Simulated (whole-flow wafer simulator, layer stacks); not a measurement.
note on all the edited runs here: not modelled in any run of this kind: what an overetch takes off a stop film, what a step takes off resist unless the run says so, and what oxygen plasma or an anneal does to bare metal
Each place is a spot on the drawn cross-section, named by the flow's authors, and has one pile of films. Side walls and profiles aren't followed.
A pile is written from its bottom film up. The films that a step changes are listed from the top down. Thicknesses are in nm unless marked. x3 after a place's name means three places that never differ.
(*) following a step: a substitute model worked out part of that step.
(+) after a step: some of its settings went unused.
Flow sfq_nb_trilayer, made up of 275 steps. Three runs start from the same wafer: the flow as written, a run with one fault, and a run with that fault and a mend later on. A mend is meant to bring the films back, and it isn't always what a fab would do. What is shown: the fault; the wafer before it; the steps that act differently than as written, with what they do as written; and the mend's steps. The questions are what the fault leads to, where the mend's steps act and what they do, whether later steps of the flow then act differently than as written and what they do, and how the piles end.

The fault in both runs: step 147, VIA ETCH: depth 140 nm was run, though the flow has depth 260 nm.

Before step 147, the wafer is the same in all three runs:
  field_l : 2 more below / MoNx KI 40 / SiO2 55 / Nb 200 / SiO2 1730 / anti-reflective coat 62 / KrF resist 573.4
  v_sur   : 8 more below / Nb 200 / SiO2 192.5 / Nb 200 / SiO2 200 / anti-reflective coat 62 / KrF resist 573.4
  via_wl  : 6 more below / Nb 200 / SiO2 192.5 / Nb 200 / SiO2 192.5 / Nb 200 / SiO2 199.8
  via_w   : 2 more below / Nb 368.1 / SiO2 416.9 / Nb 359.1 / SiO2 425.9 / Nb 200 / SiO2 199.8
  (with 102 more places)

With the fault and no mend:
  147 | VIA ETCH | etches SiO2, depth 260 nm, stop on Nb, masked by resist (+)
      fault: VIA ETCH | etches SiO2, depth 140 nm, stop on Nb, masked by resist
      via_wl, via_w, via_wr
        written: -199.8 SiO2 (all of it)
        fault: -140 SiO2
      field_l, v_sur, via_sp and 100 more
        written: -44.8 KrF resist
        fault: -24.1 KrF resist
  Later steps of the flow acting differently than as written (5 other steps are not shown; they differ only slightly, by no more than 2% or 0.5 nm, whichever is larger):
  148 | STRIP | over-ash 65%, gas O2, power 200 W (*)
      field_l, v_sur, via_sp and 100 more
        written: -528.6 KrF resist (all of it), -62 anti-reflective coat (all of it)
        fault: -549.3 KrF resist (all of it), -62 anti-reflective coat (all of it)
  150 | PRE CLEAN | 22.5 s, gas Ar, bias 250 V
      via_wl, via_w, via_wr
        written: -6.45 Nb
        fault: -7.5 SiO2
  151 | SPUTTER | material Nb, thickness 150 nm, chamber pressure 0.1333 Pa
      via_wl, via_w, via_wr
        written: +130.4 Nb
        fault: +137.3 Nb (new film)
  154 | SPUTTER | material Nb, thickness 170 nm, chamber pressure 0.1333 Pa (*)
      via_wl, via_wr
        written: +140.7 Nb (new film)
        fault: +120.1 Nb (new film)
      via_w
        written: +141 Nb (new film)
        fault: +164.2 Nb (new film)
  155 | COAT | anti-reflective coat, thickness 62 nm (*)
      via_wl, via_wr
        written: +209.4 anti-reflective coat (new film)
        fault: +200.5 anti-reflective coat (new film)
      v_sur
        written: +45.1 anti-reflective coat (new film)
        fault: +47.9 anti-reflective coat (new film)
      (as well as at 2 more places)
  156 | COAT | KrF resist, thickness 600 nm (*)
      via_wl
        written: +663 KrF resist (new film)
        fault: +641.6 KrF resist (new film)
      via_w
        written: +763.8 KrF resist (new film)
        fault: +696.8 KrF resist (new film)
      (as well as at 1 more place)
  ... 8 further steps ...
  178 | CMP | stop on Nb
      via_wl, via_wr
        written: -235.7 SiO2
        fault: -301.3 SiO2
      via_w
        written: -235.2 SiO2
        fault: -300.7 SiO2
  The piles end different from the flow's at via_wl, via_w, via_wr by more than 2% or 0.5 nm, whichever is larger.
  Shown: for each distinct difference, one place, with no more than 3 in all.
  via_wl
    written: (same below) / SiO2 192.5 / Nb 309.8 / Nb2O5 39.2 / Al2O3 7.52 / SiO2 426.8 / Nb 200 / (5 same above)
    fault: (same below) / SiO2 192.5 / Nb 200 / SiO2 52.3 / Nb 123.3 / Nb2O5 38.9 / Al2O3 7.71 / SiO2 361.2 / Nb 200 / (5 same above)
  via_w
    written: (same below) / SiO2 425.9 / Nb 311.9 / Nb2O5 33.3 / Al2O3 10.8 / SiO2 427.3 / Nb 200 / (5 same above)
    fault: (same below) / SiO2 425.9 / Nb 200 / SiO2 52.3 / Nb 125.9 / Nb2O5 31.6 / Al2O3 11.8 / SiO2 361.8 / Nb 200 / (5 same above)

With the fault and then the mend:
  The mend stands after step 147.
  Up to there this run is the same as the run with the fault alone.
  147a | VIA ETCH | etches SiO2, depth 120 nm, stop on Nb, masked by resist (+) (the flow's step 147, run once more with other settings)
      field_l, v_sur, via_sp and 100 more
        -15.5 KrF resist
      via_wl, via_w, via_wr
        -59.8 SiO2 (all of it)
  None of the later steps of the flow differs from how it acts as written, at any place that is followed, by more than 2% or 0.5 nm, whichever is larger.
  By the end, the piles equal the flow's at every place that both follow.
